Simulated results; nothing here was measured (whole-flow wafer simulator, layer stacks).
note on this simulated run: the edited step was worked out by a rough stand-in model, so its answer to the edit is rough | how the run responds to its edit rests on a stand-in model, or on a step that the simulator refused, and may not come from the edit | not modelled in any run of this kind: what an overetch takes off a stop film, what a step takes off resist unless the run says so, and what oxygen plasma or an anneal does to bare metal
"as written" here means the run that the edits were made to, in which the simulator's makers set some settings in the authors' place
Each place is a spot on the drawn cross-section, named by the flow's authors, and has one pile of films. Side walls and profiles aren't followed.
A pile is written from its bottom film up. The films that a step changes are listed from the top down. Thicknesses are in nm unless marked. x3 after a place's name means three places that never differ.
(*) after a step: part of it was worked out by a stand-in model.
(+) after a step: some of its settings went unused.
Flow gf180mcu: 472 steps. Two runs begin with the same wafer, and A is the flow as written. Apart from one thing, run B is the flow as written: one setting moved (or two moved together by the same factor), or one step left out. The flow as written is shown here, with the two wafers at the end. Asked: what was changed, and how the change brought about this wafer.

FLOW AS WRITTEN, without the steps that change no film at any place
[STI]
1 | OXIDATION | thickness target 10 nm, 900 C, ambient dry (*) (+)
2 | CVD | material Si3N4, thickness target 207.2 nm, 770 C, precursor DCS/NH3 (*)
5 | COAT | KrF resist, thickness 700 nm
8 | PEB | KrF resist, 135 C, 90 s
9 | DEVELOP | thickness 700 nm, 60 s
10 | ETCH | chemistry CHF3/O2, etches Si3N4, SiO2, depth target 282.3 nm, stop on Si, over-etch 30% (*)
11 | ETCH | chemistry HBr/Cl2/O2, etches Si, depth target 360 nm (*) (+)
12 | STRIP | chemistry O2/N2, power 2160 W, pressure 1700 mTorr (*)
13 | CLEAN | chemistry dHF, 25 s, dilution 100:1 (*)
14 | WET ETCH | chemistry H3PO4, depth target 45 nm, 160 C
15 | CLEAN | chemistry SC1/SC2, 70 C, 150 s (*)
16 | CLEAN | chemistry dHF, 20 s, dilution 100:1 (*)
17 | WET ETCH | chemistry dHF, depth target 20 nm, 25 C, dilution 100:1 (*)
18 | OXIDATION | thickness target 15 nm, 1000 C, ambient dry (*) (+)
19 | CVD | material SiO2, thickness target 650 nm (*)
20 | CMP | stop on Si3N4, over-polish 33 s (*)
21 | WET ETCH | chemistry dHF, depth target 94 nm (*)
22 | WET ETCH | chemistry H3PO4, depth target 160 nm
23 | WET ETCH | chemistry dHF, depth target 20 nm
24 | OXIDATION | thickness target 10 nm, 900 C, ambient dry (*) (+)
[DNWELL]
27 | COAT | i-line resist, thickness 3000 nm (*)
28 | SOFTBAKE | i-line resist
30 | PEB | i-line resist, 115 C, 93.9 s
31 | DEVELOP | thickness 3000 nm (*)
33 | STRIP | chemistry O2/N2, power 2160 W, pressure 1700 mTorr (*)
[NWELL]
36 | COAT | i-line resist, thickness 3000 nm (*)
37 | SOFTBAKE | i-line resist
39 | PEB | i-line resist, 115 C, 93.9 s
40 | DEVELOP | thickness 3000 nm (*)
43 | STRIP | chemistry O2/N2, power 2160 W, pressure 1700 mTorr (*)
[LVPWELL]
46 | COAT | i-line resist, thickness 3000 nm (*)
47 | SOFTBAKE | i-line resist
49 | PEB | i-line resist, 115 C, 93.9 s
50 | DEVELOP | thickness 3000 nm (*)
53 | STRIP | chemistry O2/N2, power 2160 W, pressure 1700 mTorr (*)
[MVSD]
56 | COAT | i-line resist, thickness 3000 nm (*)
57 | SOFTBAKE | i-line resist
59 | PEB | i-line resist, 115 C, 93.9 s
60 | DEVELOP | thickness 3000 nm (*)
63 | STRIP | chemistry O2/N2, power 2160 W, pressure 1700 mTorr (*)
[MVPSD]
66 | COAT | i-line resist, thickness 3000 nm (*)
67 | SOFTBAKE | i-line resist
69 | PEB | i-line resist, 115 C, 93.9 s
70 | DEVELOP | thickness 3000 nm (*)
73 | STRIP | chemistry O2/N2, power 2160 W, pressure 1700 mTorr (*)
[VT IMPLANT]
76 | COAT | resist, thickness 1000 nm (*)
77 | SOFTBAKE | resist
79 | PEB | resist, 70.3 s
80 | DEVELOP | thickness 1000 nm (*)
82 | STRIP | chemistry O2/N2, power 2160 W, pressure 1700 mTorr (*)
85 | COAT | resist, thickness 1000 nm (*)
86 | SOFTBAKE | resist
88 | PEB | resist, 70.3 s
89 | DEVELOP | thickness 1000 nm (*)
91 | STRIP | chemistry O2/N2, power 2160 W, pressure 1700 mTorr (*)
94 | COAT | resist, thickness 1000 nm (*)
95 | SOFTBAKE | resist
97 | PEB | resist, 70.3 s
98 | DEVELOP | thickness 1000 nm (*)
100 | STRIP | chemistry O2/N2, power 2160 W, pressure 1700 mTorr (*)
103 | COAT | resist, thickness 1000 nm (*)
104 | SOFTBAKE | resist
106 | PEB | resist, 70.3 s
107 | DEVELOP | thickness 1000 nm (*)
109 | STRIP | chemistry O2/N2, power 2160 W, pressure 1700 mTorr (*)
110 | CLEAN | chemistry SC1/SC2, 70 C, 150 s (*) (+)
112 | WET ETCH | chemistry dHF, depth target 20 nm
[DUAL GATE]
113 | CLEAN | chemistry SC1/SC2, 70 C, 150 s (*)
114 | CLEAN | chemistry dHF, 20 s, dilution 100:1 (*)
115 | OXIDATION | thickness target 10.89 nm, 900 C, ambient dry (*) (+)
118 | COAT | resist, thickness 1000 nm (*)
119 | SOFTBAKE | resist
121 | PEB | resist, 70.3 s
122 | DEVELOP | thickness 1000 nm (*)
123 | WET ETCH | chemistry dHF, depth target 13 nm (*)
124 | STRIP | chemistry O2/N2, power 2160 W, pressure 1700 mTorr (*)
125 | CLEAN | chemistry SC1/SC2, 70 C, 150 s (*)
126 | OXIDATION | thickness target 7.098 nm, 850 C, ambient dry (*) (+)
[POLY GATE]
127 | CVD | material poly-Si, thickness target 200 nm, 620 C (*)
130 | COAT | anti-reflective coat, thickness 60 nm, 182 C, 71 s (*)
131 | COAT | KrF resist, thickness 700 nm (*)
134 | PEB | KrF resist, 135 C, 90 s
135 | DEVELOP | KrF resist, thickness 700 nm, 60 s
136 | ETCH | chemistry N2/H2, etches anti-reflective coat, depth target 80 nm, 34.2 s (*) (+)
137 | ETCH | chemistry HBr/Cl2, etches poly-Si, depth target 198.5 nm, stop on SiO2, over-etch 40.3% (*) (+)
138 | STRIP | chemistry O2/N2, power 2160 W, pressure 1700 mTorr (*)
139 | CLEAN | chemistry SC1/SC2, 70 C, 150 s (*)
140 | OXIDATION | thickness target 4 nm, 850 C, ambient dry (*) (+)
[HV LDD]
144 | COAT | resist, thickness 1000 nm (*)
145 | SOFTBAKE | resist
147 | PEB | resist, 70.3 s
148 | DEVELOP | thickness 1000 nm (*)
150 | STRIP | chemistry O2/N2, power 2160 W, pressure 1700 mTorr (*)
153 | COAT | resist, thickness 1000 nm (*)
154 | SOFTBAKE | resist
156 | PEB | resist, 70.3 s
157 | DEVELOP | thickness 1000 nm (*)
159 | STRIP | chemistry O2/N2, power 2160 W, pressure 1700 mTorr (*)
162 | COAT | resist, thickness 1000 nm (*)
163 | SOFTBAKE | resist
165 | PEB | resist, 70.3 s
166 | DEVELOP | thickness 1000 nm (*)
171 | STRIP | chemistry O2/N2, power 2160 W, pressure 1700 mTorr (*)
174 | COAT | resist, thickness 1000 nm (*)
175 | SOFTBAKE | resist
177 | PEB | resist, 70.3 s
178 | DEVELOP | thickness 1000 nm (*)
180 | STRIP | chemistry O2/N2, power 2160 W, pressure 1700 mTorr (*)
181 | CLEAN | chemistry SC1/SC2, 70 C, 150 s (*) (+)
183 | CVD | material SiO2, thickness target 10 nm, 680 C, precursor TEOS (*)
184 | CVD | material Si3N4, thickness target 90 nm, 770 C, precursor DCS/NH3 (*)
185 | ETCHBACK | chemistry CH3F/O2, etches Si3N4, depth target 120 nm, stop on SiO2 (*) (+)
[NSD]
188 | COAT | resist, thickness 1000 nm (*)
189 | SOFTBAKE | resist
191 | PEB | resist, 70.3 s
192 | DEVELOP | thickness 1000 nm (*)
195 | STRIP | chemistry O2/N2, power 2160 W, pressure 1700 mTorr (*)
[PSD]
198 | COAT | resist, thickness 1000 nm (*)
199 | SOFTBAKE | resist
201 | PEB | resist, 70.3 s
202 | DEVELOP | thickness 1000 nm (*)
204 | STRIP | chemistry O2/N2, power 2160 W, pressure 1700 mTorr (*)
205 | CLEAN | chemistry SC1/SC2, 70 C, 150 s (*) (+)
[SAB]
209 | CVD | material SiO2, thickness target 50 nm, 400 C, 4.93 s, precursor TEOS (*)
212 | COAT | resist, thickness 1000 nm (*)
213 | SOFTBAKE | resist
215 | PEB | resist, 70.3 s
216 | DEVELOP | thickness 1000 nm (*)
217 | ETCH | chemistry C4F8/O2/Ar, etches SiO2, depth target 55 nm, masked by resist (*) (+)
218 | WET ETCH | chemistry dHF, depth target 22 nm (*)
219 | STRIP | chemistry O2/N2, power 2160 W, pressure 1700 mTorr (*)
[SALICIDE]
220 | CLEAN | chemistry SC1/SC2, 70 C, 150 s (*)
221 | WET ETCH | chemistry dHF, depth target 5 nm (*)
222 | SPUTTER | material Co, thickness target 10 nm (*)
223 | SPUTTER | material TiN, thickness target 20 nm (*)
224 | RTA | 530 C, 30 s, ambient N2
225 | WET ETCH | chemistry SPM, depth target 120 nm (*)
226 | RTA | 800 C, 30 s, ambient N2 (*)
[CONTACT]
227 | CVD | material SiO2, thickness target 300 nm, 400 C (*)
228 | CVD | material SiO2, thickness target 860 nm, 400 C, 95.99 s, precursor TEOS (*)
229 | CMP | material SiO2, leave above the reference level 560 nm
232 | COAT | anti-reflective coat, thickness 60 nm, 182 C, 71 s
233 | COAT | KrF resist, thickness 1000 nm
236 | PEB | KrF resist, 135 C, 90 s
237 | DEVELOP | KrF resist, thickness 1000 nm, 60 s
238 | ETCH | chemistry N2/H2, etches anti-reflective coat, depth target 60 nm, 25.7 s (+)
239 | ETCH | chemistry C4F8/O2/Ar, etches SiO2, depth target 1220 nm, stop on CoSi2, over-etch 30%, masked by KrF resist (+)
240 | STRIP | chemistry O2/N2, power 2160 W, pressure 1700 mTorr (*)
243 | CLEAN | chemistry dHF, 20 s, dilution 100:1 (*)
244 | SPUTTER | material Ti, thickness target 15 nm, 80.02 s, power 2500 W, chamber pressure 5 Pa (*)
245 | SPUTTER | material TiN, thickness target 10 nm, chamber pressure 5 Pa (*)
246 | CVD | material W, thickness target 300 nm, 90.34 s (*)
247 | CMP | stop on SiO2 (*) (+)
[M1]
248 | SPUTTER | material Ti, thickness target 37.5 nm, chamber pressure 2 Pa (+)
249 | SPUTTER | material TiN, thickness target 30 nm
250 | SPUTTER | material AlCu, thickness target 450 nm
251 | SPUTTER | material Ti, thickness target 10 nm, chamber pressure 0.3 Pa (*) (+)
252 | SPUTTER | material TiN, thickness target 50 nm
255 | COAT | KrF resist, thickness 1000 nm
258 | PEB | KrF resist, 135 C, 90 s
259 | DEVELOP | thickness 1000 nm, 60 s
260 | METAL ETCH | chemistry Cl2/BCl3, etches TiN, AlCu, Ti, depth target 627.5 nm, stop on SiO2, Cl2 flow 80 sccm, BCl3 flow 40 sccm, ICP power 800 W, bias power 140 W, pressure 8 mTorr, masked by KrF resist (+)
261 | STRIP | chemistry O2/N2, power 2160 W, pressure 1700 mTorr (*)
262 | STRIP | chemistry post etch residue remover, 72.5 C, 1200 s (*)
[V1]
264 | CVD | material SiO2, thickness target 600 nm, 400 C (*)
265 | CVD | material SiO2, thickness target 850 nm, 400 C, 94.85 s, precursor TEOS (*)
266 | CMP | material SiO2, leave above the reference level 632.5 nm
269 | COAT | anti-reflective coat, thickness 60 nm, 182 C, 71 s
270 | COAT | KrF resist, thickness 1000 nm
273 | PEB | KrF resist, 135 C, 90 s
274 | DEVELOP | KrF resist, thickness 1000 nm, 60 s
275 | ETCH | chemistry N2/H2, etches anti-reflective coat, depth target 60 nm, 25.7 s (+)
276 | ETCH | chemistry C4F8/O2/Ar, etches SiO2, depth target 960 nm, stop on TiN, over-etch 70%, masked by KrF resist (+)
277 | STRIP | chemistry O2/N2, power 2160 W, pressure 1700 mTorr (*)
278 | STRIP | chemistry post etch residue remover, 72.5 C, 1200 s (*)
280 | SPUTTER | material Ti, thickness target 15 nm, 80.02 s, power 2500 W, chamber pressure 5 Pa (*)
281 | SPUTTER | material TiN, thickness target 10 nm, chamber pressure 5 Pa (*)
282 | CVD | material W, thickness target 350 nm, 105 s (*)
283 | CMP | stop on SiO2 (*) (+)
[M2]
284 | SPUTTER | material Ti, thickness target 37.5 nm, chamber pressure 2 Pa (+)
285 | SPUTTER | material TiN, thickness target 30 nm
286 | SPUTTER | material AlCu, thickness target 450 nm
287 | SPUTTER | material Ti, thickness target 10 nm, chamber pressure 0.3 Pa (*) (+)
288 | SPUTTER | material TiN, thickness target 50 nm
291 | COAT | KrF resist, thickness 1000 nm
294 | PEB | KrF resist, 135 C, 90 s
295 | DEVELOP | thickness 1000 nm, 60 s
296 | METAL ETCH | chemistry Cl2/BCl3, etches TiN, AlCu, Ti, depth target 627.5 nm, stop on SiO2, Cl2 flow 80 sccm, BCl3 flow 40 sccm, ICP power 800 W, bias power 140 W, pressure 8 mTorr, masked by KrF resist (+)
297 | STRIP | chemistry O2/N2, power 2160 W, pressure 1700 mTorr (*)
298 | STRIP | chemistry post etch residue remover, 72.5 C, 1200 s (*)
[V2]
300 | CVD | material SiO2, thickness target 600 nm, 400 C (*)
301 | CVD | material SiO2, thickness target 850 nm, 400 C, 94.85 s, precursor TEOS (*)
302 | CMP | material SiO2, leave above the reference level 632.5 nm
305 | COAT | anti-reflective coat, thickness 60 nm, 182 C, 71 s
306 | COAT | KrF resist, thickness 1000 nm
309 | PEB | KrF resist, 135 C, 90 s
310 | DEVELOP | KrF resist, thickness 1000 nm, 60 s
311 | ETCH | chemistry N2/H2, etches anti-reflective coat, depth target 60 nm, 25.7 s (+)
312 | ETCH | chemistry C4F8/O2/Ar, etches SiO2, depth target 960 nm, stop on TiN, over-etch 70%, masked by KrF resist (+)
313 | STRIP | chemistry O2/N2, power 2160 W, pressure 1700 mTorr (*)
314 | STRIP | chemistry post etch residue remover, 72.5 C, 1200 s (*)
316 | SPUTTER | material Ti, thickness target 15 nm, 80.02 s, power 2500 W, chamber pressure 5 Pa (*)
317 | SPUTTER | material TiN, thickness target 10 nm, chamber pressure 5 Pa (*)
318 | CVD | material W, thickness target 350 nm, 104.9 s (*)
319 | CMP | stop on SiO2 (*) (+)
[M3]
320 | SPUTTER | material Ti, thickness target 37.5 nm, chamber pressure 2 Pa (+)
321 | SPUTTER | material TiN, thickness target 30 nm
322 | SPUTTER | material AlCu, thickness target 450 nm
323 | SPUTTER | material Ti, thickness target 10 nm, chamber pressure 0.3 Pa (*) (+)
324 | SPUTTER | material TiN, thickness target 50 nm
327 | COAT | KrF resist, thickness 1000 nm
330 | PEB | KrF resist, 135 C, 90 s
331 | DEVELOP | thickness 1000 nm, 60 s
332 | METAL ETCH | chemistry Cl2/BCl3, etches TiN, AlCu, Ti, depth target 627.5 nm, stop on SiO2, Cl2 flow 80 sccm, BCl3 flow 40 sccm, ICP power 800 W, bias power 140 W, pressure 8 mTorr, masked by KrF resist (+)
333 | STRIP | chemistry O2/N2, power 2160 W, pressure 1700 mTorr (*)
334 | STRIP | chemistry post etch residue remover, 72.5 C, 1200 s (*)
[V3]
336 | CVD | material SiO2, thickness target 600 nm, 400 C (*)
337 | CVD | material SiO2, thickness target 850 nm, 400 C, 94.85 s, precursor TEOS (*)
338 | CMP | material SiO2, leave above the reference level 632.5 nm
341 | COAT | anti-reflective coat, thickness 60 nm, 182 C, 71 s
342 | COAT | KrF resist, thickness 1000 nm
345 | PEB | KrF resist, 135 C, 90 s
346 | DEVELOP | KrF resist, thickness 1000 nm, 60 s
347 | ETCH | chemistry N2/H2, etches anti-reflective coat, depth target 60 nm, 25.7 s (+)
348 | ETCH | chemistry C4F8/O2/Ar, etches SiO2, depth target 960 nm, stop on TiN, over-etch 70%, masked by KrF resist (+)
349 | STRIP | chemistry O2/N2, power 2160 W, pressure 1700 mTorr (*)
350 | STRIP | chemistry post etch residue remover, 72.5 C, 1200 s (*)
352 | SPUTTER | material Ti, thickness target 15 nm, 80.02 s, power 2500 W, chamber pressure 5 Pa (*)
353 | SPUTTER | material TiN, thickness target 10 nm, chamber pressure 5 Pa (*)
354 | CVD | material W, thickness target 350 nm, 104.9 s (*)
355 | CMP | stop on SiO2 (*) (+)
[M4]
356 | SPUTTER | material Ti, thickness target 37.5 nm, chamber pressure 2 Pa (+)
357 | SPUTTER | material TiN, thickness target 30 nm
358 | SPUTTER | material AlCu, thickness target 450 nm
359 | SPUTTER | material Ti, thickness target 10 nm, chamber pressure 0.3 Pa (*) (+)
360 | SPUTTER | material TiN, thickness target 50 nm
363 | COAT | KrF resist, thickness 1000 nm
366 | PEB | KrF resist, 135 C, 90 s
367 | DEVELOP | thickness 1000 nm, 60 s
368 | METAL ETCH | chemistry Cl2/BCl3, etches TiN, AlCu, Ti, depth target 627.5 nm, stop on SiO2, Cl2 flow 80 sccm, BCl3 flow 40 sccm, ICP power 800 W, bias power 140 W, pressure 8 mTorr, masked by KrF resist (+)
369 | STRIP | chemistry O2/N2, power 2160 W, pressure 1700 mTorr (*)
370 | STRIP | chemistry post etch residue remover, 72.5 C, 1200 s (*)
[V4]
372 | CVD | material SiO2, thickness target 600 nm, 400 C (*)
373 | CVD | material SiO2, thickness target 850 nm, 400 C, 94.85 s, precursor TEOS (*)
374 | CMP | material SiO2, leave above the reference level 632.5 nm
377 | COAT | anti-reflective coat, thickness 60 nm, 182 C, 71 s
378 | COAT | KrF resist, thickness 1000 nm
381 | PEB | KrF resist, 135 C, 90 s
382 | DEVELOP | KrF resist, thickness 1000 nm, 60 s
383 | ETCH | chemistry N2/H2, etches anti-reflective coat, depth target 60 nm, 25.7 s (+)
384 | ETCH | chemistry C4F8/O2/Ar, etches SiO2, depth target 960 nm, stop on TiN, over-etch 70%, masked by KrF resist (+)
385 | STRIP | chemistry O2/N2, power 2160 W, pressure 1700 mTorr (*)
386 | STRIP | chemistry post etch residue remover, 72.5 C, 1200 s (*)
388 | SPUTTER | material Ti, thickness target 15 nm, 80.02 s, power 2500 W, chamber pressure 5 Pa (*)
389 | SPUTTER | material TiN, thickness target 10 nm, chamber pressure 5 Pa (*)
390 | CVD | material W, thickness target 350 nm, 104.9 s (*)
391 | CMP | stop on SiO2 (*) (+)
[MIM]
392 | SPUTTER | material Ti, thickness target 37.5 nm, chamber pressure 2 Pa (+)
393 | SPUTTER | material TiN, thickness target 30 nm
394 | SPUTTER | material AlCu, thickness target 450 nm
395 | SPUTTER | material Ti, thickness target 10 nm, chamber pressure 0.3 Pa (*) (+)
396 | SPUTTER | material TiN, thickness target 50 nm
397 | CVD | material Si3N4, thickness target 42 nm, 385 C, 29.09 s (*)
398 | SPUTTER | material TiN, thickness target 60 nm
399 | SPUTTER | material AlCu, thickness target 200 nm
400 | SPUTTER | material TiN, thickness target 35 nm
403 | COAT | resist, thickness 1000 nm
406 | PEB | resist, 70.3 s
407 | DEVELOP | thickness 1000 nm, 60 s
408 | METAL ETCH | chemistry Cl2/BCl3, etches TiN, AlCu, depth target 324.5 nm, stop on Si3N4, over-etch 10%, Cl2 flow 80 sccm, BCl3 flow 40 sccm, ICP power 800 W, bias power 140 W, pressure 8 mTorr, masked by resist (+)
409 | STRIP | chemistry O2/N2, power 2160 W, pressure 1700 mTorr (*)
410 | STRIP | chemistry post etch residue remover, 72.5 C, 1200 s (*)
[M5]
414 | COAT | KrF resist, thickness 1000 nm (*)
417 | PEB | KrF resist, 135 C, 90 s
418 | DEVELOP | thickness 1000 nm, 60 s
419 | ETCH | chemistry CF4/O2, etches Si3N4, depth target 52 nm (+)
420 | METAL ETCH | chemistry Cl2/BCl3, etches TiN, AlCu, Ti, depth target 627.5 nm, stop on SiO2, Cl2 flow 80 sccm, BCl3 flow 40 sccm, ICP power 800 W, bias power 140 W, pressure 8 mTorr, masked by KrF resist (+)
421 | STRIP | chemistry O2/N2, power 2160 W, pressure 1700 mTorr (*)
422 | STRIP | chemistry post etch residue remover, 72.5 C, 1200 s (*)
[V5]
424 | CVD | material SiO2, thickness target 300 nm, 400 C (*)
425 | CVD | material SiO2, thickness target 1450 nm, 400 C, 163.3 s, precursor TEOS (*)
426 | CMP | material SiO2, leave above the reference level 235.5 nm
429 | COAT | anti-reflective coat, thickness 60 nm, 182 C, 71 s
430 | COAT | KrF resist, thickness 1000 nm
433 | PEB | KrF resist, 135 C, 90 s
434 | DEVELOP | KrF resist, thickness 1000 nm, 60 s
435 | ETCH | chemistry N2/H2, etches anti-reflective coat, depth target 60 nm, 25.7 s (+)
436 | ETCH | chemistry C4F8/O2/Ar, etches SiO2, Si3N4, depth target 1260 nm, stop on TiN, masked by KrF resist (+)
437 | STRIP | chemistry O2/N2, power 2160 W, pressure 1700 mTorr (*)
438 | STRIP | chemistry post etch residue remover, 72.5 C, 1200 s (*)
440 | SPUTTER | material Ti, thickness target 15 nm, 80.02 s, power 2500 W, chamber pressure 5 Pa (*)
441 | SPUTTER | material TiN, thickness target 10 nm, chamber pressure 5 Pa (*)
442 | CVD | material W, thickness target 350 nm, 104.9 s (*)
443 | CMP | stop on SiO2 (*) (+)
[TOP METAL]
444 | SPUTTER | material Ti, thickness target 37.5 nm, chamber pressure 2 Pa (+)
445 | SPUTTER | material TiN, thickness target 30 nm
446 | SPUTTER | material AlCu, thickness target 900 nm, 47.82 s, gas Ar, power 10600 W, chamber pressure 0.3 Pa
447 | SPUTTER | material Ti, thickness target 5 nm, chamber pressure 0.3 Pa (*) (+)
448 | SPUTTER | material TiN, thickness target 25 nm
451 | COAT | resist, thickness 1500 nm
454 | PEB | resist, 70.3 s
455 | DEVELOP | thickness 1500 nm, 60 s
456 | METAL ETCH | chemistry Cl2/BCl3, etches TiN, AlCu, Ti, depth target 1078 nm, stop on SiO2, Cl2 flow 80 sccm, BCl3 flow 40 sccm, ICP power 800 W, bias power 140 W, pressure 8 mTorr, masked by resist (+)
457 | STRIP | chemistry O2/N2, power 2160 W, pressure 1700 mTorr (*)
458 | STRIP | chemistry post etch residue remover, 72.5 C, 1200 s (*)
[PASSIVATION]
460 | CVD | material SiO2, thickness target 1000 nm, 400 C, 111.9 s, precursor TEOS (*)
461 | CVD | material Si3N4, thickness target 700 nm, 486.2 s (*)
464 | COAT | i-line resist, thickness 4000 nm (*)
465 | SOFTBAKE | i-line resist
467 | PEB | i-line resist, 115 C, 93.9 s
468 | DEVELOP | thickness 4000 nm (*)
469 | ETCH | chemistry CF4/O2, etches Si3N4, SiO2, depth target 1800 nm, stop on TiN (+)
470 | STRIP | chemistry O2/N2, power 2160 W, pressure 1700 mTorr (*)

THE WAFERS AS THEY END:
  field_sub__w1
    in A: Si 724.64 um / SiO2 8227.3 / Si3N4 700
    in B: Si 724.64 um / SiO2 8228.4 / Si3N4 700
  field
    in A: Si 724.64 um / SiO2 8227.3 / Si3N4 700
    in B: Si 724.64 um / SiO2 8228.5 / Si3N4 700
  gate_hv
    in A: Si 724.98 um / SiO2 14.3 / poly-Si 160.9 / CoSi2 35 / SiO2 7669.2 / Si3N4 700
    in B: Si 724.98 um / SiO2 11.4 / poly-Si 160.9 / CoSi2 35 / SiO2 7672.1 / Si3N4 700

What caused this: step 126, OXIDATION: thickness target 3.62 nm was run, whereas the flow has thickness target 7.098 nm.

Step by step, how the change led to this:
  126 | OXIDATION | thickness target 7.098 nm, 850 C, ambient dry (*) (+)
      gate_hv, active_hv, active_nat and 25 more: A SiO2 gains 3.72, Si loses 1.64 | B SiO2 gains 0.85, Si loses 0.38
      active, n_well, p_well and 12 more: A SiO2 gains 7.1 (new film), chemical SiO2 loses 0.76 (all of it), Si loses 2.79 | B SiO2 gains 3.62 (new film), chemical SiO2 loses 0.76 (all of it), Si loses 1.26
  130 | COAT | anti-reflective coat, thickness 60 nm, 182 C, 71 s (*)
      p_well, spacer, sd_n: A anti-reflective coat gains 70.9 (new film) | B anti-reflective coat gains 72.5 (new film)
  136 | ETCH | chemistry N2/H2, etches anti-reflective coat, depth target 80 nm, 34.2 s (*) (+)
      p_well, spacer, sd_n: A anti-reflective coat loses 70.9 (all of it), poly-Si loses 0.85 | B anti-reflective coat loses 72.5 (all of it), poly-Si loses 0.81
  145 | SOFTBAKE | resist
      active_nat: A resist gains 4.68 | B resist gains 8.91
  154 | SOFTBAKE | resist
      active_nat: A resist gains 4.68 | B resist gains 8.91
  163 | SOFTBAKE | resist
      active_nat: A resist gains 4.68 | B resist gains 8.91
  175 | SOFTBAKE | resist
      active_nat: A resist gains 4.68 | B resist gains 8.91
  189 | SOFTBAKE | resist
      field__w9: A resist gains 6.92 | B resist loses 3.06
      active_hv: A resist gains 2.68 | B resist loses 0.5
      (and at 1 other place as well)
  199 | SOFTBAKE | resist
      field__w9: A resist gains 6.92 | B resist loses 3.06
      active_hv: A resist gains 2.68 | B resist loses 0.5
      (and at 1 other place as well)
  218 | WET ETCH | chemistry dHF, depth target 22 nm (*)
      active, p_well, sd_n, iso_ptap_pw, iso_ntap_nw, iso_ptap_sub, vpnp_e: A SiO2 loses 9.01 (all of it) | B SiO2 loses 5.92 (all of it)
      ldn_tap, ldn_src, ldn_drn, ldp_tap, ldp_src, ldp_drn, ldp_gr: A SiO2 loses 16 (all of it) | B SiO2 loses 13.3 (all of it)
      (and at 9 other places as well)
  223 | SPUTTER | material TiN, thickness target 20 nm (*)
      field__w12: A TiN gains 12 (new film) | B TiN gains 12.6 (new film)
  225 | WET ETCH | chemistry SPM, depth target 120 nm (*)
      field__w12: A TiN loses 12 (all of it), Co loses 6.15 (all of it) | B TiN loses 12.6 (all of it), Co loses 6.14 (all of it)
